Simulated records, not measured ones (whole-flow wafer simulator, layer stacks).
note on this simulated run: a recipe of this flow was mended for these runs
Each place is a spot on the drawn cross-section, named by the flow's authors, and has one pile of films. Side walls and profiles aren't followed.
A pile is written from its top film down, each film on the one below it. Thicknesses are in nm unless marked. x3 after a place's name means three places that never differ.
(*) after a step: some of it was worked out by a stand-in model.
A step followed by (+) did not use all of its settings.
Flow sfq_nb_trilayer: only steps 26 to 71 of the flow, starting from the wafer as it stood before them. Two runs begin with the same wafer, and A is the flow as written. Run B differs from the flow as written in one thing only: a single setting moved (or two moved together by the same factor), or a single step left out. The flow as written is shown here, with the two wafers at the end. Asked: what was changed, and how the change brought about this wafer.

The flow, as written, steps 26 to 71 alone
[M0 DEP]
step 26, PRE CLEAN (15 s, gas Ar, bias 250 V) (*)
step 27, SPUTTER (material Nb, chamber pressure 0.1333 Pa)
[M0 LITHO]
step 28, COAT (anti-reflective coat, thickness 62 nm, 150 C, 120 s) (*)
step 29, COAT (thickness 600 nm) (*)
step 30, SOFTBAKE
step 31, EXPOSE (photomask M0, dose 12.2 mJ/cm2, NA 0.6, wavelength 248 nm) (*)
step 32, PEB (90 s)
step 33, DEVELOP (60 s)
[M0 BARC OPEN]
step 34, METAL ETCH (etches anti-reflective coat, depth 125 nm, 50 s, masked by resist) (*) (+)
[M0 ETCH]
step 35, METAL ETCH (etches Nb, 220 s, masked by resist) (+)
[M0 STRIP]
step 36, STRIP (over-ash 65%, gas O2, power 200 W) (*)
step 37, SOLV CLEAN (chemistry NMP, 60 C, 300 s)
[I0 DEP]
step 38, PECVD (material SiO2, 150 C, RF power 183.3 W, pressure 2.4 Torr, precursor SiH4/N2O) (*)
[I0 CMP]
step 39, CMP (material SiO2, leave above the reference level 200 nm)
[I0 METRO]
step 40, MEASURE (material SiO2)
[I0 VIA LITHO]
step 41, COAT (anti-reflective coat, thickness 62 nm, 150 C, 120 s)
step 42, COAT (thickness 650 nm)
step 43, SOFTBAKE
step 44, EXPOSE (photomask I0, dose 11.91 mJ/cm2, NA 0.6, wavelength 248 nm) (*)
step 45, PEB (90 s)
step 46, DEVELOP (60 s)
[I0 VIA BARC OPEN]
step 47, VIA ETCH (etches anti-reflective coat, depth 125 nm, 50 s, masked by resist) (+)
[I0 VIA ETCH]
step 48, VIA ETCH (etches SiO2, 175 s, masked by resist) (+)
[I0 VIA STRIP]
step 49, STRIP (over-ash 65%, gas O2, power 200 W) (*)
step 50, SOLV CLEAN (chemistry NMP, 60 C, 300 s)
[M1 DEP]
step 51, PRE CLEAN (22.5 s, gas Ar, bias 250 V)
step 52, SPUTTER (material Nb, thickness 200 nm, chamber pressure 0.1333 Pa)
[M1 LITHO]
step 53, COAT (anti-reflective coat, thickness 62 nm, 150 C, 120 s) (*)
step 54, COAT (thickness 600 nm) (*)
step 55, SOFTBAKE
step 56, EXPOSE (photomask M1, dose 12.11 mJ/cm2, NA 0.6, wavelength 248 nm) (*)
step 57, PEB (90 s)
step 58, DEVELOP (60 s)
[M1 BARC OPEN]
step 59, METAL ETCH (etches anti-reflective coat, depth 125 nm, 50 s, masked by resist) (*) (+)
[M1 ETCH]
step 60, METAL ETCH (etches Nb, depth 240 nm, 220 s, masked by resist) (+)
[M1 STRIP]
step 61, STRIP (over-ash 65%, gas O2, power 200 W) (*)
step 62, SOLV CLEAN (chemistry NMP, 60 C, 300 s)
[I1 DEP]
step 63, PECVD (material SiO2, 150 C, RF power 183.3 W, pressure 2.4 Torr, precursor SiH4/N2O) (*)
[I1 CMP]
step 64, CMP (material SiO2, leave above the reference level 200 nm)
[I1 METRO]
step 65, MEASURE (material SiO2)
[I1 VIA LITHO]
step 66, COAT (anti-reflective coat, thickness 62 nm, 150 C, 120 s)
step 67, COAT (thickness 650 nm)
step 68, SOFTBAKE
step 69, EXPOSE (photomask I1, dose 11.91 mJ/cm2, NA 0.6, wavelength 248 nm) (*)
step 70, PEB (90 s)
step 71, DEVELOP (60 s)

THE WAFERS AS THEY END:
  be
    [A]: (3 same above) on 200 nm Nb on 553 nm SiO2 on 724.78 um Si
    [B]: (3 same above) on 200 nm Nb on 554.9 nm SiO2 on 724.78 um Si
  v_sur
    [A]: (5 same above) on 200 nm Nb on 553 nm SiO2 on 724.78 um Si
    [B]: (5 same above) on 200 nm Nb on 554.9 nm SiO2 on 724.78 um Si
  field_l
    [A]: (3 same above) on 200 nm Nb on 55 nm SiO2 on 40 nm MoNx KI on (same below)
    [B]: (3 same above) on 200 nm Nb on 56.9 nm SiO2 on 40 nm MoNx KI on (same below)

The reason: step 26, PRE CLEAN: 9.19 s was run, whereas the flow has 15 s.

Step by step, how the change led to this:
  step 26, PRE CLEAN (15 s, gas Ar, bias 250 V) (*)
      field_l, v_sur, via_wl and 102 more: A SiO2 loses 5 | B SiO2 loses 3.06
      l0v: A MoNx KI loses 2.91 | B MoNx KI loses 1.7
